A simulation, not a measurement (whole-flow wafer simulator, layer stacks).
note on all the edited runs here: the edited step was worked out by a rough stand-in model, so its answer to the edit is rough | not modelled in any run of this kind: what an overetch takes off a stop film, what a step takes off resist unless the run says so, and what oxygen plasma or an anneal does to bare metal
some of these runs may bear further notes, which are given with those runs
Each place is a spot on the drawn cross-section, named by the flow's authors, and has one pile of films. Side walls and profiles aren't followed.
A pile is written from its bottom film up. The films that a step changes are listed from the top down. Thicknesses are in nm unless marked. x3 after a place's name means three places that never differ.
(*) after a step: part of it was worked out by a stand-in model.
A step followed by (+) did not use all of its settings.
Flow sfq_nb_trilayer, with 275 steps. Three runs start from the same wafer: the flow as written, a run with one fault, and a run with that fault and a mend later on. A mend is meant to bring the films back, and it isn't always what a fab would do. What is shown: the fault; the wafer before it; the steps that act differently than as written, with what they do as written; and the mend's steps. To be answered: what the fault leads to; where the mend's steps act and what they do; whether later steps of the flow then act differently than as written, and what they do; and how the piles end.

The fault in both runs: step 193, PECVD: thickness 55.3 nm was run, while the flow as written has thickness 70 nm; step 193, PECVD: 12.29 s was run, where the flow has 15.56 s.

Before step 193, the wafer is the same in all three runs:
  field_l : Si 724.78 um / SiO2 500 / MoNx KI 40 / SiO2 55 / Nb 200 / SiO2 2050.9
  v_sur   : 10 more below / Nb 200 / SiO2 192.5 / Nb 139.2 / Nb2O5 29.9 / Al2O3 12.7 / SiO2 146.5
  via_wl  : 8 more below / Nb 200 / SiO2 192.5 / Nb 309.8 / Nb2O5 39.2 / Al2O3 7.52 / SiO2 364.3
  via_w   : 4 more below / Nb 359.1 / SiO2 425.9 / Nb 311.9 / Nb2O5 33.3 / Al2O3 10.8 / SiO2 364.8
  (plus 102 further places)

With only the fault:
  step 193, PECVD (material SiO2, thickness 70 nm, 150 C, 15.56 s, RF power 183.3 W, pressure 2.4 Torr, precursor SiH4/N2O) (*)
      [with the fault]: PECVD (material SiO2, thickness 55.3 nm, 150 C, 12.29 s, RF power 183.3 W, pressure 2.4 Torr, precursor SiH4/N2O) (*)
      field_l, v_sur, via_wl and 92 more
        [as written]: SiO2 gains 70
        [with the fault]: SiO2 gains 55.3
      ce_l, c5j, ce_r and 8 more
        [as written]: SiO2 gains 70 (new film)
        [with the fault]: SiO2 gains 55.3 (new film)
  Steps later in the flow that act otherwise than as written (13 other steps are not shown; they differ only slightly, by no more than 2% or 0.5 nm, whichever is larger):
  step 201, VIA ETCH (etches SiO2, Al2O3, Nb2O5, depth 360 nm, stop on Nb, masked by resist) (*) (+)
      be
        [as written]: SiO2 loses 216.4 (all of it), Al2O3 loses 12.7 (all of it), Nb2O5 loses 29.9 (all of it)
        [with the fault]: SiO2 loses 201.7 (all of it), Al2O3 loses 12.7 (all of it), Nb2O5 loses 29.9 (all of it)
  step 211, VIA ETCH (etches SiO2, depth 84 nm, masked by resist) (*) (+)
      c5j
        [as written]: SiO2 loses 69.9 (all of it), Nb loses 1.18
        [with the fault]: SiO2 loses 55.2 (all of it), Nb loses 2.3
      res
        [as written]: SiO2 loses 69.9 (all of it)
        [with the fault]: SiO2 loses 55.2 (all of it)
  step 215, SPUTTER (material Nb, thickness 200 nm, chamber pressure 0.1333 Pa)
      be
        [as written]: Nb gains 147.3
        [with the fault]: Nb gains 150.7
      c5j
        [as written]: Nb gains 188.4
        [with the fault]: Nb gains 192.8
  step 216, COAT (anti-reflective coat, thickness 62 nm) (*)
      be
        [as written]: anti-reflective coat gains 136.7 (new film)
        [with the fault]: anti-reflective coat gains 133.6 (new film)
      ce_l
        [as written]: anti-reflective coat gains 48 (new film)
        [with the fault]: anti-reflective coat gains 51.7 (new film)
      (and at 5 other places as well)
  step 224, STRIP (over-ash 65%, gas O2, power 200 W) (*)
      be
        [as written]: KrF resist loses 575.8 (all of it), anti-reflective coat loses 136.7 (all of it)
        [with the fault]: KrF resist loses 563.5 (all of it), anti-reflective coat loses 133.6 (all of it)
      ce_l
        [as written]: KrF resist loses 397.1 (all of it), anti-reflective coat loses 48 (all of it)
        [with the fault]: KrF resist loses 395.2 (all of it), anti-reflective coat loses 51.7 (all of it)
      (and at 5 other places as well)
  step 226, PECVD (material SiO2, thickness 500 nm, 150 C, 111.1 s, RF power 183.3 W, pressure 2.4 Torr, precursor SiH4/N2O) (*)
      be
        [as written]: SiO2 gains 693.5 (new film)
        [with the fault]: SiO2 gains 675.5 (new film)
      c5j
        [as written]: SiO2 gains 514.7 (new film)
        [with the fault]: SiO2 gains 500 (new film)
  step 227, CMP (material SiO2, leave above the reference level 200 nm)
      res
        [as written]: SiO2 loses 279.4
        [with the fault]: SiO2 loses 297
  By the end, the piles at v_sur, via_wl, via_w and 29 more depart from the flow's by more than 2% or 0.5 nm, whichever is larger.
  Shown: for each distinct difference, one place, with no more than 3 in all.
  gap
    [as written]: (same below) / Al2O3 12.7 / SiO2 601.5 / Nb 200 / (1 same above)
    [with the fault]: (same below) / Al2O3 12.7 / SiO2 586.8 / Nb 200 / (1 same above)
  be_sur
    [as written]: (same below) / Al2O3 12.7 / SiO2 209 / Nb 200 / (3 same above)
    [with the fault]: (same below) / Al2O3 12.7 / SiO2 194.3 / Nb 200 / (3 same above)
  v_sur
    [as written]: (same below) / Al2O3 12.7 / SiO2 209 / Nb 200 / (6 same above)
    [with the fault]: (same below) / Al2O3 12.7 / SiO2 194.3 / Nb 200 / (6 same above)

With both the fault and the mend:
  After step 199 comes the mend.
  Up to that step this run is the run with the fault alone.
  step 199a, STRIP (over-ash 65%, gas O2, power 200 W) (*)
      p4_fl x3, p4_w1 x9, p4_g1 x2 and 33 more
        KrF resist loses 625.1 (all of it), anti-reflective coat loses 62 (all of it)
      wl_b_m5, wl_b_sr, wl_c_sl and 12 more
        KrF resist loses 625 (all of it), anti-reflective coat loses 62 (all of it)
      v_sur, via_wl, via_w
        KrF resist loses 625.7 (all of it), anti-reflective coat loses 62.2 (all of it)
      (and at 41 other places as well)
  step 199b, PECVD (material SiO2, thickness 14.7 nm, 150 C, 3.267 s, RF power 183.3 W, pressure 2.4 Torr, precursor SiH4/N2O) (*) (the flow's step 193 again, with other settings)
      field_l, v_sur, via_wl and 103 more
        SiO2 gains 14.7
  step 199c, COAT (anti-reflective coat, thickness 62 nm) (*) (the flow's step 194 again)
      p4_fl x3, p4_w1 x9, p4_g1 x2 and 50 more
        anti-reflective coat gains 62 (new film)
      via_wr, via_sp, via_v, wire, lsp_r, l0_sur, l0v
        anti-reflective coat gains 62.3 (new film)
      be, be_sur, gap, lsp_m, ln_m6
        anti-reflective coat gains 62.4 (new film)
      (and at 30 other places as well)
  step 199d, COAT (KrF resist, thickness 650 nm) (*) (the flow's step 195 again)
      p4_fl x3, p4_w1 x9, p4_g1 x2 and 33 more
        KrF resist gains 650 (new film)
      wl_b_m5, wl_b_sr, wl_c_sl and 12 more
        KrF resist gains 649.9 (new film)
      v_sur, via_wl, via_w
        KrF resist gains 650.6 (new film)
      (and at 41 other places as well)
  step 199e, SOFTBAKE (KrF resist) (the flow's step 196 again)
      alters no film at any place that is followed
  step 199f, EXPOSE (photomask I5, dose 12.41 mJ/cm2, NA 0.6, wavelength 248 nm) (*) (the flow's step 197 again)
      alters no film at any place that is followed
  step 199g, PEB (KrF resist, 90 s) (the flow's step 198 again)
      field_l, v_sur, via_wl and 87 more
        KrF resist loses 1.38
      jj_sur, ce_l, sp_r, moat, field_r, wl_jj
        KrF resist loses 1.39
      be_r, r_sur, res, r_end
        KrF resist loses 1.33
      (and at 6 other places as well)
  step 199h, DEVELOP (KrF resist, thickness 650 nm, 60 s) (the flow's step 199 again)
      field_l, v_sur, via_wl and 102 more
        KrF resist loses 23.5
      be
        KrF resist loses 649.8 (all of it)
  Every later step of the flow that is run acts as written, at every place that is followed, to within 2% or 0.5 nm, whichever is larger.
  By the end, the piles equal the flow's at every place that both follow.
